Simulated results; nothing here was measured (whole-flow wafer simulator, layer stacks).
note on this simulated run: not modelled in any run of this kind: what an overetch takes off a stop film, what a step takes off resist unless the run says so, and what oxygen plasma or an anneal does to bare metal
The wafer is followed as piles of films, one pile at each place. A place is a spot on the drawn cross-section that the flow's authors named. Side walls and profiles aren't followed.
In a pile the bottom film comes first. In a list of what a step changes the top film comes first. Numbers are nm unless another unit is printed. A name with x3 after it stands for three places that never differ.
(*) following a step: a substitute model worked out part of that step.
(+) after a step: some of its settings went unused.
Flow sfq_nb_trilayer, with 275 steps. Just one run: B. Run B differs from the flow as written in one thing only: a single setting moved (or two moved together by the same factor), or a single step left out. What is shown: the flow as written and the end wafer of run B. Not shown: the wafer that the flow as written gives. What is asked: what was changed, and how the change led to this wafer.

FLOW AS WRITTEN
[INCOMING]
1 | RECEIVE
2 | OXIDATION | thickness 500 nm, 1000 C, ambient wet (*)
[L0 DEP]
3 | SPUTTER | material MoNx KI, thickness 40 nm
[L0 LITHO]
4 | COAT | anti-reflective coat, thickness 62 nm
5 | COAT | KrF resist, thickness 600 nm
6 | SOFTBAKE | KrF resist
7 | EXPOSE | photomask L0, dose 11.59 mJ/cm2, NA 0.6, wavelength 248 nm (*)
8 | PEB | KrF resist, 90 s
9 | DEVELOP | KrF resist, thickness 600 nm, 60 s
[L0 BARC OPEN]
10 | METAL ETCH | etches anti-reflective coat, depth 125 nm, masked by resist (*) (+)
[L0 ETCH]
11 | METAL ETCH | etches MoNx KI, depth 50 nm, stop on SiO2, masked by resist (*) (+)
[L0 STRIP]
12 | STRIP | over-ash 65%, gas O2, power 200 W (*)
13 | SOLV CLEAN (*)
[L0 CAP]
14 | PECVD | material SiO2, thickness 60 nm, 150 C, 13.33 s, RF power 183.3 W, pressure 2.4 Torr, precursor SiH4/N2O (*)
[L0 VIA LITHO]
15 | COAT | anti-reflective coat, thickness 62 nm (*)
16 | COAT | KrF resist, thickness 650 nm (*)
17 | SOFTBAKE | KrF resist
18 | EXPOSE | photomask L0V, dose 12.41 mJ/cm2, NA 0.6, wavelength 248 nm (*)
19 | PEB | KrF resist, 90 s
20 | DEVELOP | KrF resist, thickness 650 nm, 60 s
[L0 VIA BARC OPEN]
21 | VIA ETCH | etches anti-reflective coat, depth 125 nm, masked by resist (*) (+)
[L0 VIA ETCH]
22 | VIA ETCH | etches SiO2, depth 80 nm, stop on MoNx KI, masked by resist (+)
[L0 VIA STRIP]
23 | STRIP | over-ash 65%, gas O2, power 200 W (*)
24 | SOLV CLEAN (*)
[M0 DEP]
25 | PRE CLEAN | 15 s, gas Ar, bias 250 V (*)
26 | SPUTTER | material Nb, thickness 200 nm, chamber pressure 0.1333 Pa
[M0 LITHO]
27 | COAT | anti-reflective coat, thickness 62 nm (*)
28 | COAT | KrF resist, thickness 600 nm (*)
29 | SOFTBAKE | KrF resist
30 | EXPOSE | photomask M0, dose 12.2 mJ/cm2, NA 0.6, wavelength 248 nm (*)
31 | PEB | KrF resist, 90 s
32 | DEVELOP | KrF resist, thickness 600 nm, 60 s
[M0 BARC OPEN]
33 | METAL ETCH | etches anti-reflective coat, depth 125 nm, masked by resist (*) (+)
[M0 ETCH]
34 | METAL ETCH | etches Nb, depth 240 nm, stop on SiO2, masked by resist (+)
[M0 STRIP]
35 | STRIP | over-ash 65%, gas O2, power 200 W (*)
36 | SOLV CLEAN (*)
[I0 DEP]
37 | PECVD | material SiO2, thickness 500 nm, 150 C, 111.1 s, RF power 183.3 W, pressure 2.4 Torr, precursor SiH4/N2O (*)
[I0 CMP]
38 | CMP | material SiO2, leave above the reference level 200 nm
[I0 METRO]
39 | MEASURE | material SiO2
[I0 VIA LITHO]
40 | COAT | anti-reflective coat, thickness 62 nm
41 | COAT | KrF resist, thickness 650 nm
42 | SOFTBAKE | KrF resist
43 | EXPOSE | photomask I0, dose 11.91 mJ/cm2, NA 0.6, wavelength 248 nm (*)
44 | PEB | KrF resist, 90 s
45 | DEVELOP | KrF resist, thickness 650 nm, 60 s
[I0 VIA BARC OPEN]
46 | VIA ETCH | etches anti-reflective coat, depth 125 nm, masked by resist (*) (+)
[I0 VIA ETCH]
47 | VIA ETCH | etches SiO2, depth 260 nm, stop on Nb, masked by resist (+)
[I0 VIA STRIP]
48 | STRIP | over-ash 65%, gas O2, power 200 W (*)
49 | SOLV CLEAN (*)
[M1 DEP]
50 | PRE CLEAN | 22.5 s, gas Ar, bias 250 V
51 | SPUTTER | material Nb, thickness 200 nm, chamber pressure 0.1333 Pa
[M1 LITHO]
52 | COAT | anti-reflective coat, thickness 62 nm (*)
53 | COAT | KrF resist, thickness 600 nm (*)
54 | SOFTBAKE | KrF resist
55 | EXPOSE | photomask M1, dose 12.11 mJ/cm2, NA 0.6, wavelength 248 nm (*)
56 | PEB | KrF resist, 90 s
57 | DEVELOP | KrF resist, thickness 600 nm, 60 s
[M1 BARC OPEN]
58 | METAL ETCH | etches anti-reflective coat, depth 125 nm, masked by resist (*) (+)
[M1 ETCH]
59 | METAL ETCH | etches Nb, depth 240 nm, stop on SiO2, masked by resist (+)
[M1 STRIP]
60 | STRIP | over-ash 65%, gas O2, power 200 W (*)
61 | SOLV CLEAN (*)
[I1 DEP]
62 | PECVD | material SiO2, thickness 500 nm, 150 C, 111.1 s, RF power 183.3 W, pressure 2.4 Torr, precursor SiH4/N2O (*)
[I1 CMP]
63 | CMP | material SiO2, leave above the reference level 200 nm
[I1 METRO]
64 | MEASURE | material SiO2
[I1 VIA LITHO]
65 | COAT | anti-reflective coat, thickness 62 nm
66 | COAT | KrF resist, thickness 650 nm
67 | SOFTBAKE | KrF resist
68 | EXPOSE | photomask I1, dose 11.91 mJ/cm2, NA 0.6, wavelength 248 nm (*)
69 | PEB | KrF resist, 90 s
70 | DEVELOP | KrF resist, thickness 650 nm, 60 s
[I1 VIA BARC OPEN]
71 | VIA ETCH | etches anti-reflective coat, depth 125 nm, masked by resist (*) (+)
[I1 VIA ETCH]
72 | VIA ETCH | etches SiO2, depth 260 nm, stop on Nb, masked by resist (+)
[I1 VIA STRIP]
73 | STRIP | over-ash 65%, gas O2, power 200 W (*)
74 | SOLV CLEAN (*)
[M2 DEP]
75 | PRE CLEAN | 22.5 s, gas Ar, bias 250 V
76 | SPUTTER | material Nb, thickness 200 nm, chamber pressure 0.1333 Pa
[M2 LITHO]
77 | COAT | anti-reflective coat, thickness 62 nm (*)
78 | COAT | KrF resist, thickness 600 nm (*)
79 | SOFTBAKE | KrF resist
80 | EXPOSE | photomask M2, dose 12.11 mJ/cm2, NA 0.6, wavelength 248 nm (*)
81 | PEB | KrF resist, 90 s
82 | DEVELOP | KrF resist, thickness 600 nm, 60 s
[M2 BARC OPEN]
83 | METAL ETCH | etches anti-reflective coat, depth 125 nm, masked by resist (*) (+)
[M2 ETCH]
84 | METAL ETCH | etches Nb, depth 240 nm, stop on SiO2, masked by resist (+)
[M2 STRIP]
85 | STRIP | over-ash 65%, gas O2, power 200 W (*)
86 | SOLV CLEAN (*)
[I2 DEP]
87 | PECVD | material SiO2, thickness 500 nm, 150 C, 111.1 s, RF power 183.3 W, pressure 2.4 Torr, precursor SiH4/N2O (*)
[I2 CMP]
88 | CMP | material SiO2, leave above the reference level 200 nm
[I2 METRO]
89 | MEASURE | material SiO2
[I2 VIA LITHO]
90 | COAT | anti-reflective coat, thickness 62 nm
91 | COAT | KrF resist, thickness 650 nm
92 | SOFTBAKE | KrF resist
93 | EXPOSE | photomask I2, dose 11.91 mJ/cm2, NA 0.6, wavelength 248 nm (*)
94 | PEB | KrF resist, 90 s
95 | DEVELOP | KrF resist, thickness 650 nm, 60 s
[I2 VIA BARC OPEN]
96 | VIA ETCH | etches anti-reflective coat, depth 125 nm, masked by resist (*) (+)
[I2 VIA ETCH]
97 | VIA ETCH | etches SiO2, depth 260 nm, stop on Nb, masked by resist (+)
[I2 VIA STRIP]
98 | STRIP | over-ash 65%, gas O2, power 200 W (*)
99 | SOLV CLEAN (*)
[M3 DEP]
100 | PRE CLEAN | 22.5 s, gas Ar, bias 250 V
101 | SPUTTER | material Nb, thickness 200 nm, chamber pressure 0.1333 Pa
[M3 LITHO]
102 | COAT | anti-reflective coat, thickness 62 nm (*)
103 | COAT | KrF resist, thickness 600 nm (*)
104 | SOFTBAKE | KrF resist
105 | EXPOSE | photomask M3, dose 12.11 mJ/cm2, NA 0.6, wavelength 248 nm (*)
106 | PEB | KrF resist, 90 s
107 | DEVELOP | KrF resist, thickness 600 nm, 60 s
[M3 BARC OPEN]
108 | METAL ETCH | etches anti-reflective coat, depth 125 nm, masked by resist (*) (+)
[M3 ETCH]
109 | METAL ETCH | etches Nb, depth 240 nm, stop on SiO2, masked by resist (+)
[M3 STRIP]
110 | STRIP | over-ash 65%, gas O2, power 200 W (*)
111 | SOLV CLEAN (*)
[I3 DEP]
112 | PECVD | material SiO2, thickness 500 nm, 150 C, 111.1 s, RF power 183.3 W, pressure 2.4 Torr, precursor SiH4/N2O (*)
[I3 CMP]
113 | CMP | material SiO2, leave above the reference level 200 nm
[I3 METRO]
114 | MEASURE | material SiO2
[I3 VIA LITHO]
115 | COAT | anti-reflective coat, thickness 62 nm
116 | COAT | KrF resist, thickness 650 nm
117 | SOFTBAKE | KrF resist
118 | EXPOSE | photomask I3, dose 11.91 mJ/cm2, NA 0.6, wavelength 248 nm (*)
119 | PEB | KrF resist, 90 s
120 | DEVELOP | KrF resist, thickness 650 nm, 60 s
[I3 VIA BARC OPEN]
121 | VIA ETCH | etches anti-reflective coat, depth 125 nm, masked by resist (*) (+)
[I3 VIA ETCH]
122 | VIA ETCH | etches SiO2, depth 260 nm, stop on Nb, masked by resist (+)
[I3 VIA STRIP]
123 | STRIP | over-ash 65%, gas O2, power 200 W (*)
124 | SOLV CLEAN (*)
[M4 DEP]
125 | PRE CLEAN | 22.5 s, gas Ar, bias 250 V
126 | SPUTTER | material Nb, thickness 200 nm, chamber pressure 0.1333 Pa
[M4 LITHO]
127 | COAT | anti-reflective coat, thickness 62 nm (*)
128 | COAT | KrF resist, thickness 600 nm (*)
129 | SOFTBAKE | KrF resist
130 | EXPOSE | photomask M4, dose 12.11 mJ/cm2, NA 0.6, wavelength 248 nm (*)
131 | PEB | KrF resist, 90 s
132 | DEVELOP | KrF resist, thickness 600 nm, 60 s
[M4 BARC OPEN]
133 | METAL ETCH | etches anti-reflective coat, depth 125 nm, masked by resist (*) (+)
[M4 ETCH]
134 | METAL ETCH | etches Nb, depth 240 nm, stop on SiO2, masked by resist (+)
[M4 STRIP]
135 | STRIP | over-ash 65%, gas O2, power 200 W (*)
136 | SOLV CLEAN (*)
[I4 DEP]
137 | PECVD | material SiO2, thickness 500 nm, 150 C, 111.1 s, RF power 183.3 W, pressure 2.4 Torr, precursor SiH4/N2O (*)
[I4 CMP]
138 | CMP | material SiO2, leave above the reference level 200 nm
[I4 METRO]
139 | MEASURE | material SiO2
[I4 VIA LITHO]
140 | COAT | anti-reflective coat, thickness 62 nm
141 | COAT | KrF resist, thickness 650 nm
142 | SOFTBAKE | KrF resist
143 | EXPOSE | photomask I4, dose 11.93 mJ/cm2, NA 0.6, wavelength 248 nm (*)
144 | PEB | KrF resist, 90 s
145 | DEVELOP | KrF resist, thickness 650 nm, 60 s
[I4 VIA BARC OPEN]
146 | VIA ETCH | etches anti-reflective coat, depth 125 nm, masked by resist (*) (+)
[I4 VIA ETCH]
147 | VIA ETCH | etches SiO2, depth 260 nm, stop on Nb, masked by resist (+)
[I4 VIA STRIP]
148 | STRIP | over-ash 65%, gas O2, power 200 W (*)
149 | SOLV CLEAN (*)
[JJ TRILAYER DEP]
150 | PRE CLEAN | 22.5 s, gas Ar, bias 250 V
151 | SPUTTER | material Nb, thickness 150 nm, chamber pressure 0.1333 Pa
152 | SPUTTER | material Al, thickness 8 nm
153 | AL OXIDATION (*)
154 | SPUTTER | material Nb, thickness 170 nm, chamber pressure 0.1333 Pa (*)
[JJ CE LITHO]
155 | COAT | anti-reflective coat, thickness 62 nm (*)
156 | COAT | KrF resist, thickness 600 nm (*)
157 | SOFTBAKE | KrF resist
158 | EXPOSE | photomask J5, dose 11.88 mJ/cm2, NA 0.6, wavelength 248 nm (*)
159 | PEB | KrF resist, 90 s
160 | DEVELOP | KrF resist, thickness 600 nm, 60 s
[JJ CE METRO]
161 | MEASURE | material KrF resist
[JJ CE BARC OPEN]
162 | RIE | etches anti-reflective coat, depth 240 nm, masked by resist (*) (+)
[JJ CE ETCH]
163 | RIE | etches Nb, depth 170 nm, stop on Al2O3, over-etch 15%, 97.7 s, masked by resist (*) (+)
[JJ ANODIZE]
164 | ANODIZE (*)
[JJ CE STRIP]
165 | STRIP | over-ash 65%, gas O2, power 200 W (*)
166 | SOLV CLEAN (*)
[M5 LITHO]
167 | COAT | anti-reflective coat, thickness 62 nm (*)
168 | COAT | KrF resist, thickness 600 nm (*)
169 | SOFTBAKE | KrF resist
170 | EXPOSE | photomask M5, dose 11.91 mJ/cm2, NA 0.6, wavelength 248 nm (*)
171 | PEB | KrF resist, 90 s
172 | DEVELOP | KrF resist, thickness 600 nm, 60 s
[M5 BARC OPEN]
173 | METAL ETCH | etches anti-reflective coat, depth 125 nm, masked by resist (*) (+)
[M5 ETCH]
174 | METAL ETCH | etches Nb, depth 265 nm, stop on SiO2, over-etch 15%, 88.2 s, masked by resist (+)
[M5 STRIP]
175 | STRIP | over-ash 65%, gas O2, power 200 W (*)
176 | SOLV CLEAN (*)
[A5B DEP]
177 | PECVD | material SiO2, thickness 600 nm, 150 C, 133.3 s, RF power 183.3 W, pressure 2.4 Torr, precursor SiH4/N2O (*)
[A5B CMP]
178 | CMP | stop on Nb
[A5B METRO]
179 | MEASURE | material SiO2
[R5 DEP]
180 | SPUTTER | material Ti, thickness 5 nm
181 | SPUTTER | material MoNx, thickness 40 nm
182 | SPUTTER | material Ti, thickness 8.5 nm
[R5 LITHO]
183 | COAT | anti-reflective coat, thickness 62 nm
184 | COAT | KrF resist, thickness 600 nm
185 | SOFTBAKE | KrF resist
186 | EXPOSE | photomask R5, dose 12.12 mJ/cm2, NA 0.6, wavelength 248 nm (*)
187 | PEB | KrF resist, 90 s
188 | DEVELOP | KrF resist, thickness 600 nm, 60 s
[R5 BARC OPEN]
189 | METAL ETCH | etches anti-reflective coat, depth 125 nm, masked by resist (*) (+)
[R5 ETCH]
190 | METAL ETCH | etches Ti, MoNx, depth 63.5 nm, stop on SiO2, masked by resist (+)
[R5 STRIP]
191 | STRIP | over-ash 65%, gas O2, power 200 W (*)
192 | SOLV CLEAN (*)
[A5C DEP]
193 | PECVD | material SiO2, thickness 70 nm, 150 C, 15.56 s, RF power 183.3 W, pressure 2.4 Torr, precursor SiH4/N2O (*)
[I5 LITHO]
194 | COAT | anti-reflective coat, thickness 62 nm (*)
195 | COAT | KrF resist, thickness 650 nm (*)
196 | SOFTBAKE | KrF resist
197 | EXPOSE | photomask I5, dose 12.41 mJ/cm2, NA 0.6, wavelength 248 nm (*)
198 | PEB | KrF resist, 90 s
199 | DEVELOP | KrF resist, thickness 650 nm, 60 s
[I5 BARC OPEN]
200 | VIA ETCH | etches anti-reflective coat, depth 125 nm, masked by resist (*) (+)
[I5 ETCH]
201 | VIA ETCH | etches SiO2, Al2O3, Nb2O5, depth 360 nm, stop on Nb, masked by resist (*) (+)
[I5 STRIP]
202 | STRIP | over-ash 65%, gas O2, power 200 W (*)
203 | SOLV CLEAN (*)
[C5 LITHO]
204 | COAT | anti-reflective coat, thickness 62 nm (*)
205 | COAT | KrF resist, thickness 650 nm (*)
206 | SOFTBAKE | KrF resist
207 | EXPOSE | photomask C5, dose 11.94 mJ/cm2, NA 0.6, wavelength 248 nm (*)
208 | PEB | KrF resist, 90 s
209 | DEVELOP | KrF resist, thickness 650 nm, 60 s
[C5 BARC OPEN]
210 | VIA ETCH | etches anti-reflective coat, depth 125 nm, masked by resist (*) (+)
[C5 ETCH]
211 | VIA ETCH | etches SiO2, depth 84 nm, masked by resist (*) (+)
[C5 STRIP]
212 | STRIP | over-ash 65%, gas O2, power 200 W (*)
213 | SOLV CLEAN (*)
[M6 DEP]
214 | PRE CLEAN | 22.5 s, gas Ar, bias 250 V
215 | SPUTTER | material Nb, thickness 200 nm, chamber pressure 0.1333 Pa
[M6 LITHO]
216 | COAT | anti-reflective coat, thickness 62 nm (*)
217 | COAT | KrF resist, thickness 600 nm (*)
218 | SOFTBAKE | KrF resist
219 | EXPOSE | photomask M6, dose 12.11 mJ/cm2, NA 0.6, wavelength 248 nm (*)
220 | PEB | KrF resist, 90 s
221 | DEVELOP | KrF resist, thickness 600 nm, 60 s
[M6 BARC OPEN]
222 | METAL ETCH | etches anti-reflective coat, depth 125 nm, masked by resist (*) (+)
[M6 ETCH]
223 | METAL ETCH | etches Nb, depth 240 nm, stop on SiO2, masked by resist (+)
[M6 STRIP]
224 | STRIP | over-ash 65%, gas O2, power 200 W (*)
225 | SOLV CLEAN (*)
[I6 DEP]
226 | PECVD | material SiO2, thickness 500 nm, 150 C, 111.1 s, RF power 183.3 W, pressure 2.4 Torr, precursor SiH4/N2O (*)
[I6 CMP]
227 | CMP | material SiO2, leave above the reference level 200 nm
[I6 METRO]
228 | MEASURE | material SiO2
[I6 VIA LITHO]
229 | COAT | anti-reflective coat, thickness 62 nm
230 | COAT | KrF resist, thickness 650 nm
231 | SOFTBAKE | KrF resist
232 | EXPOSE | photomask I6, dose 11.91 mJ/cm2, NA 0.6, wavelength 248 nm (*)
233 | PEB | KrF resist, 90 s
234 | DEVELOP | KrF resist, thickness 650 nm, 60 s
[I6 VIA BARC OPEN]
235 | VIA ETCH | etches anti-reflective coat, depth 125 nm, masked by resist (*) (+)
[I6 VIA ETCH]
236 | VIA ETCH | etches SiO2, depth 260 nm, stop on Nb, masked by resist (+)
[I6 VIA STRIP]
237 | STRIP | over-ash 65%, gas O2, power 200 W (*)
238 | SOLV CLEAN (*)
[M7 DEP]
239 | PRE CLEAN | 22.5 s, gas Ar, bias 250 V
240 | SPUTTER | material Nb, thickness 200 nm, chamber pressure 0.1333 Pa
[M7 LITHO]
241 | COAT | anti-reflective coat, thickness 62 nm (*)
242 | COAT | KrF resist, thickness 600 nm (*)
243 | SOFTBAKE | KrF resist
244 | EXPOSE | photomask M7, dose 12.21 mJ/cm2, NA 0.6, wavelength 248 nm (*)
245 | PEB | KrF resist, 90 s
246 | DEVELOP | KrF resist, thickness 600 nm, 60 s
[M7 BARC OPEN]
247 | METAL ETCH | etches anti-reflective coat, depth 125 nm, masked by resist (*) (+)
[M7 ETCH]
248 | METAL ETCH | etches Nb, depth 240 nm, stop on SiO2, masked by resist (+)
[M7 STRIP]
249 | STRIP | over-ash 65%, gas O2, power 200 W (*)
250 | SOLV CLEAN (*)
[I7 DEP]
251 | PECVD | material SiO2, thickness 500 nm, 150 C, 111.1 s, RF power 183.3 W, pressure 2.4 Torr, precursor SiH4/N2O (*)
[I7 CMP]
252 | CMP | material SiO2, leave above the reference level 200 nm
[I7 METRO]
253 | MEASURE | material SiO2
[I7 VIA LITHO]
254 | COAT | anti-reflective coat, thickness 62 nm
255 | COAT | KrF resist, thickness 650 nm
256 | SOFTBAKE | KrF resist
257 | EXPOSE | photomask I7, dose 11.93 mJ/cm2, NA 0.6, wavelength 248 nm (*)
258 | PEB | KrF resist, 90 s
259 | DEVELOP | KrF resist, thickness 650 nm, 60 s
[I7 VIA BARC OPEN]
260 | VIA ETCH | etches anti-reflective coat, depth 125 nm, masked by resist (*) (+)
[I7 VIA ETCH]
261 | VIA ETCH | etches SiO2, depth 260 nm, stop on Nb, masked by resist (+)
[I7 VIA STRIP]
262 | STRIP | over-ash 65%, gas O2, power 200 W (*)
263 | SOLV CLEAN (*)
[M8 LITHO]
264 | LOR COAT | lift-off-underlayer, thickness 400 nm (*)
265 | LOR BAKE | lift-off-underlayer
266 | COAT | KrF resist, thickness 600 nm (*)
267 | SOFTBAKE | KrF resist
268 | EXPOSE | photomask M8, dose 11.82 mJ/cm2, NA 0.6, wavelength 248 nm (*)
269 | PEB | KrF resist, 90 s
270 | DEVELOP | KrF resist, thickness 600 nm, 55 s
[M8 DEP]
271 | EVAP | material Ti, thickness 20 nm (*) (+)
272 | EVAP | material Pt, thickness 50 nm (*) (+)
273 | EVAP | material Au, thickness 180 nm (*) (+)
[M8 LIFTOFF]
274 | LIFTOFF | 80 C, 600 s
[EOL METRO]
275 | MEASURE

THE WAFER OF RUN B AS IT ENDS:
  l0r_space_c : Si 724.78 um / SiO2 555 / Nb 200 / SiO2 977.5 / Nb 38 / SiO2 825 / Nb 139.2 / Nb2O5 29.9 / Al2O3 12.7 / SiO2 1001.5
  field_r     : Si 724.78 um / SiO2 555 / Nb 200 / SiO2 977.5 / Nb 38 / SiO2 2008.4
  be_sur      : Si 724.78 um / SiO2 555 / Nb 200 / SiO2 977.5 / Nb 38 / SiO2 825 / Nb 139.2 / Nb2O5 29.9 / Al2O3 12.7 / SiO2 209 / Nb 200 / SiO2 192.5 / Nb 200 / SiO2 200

What caused this: step 101, SPUTTER: thickness 278 nm was run, while the flow as written has thickness 200 nm.

How this came from the change, step by step:
  101 | SPUTTER | material Nb, thickness 200 nm, chamber pressure 0.1333 Pa
      field_l, v_sur, via_wl and 102 more: +278 Nb (new film) (in the flow as written it would be: +200 Nb (new film))
      via_w: +231.1 Nb (in the flow as written it would be: +165.5 Nb)
  102 | COAT | anti-reflective coat, thickness 62 nm (*)
      via_wl, via_wr: +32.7 anti-reflective coat (new film) (in the flow as written it would be: +34.2 anti-reflective coat (new film))
  109 | METAL ETCH | etches Nb, depth 240 nm, stop on SiO2, masked by resist (+)
      field_l, be, be_sur and 72 more: -240 Nb (in the flow as written it would be: -200 Nb (all of it))
  110 | STRIP | over-ash 65%, gas O2, power 200 W (*)
      via_wl, via_wr: -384 KrF resist (all of it), -32.7 anti-reflective coat (all of it) (in the flow as written it would be: -384.2 KrF resist (all of it), -34.2 anti-reflective coat (all of it))
  112 | PECVD | material SiO2, thickness 500 nm, 150 C, 111.1 s, RF power 183.3 W, pressure 2.4 Torr, precursor SiH4/N2O (*)
      field_l, be, be_sur and 64 more: +500 SiO2 (new film) (in the flow as written it would be: +500 SiO2)
      p4_g1, p4_g2, p3_s0, p3_s1, p3_s2, p3_s3, p3_s4, p3_s5: +597.1 SiO2 (new film) (in the flow as written it would be: +557.1 SiO2)
  113 | CMP | material SiO2, leave above the reference level 200 nm
      field_l, be, be_sur and 64 more: -60 SiO2 (in the flow as written it would be: -100 SiO2)
      via_w: -157.1 SiO2 (in the flow as written it would be: -181.6 SiO2)
If metal films that touch count as one body, l0r_space_c has 3 bodies (between them, from the top down: SiO2 825; SiO2 977.5); the flow as written gives 2 bodies (between them, from the top down: SiO2 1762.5).
If metal films that touch count as one body, field_r has 2 bodies (between them, from the top down: SiO2 977.5); the flow as written gives 1 body.
If metal films that touch count as one body, be_sur has 5 bodies (between them, from the top down: SiO2 192.5; SiO2 209 / Al2O3 12.7 / Nb2O5 29.9; SiO2 825; SiO2 977.5); the flow as written gives 4 bodies (between them, from the top down: SiO2 192.5; SiO2 209 / Al2O3 12.7 / Nb2O5 29.9; SiO2 1762.5).
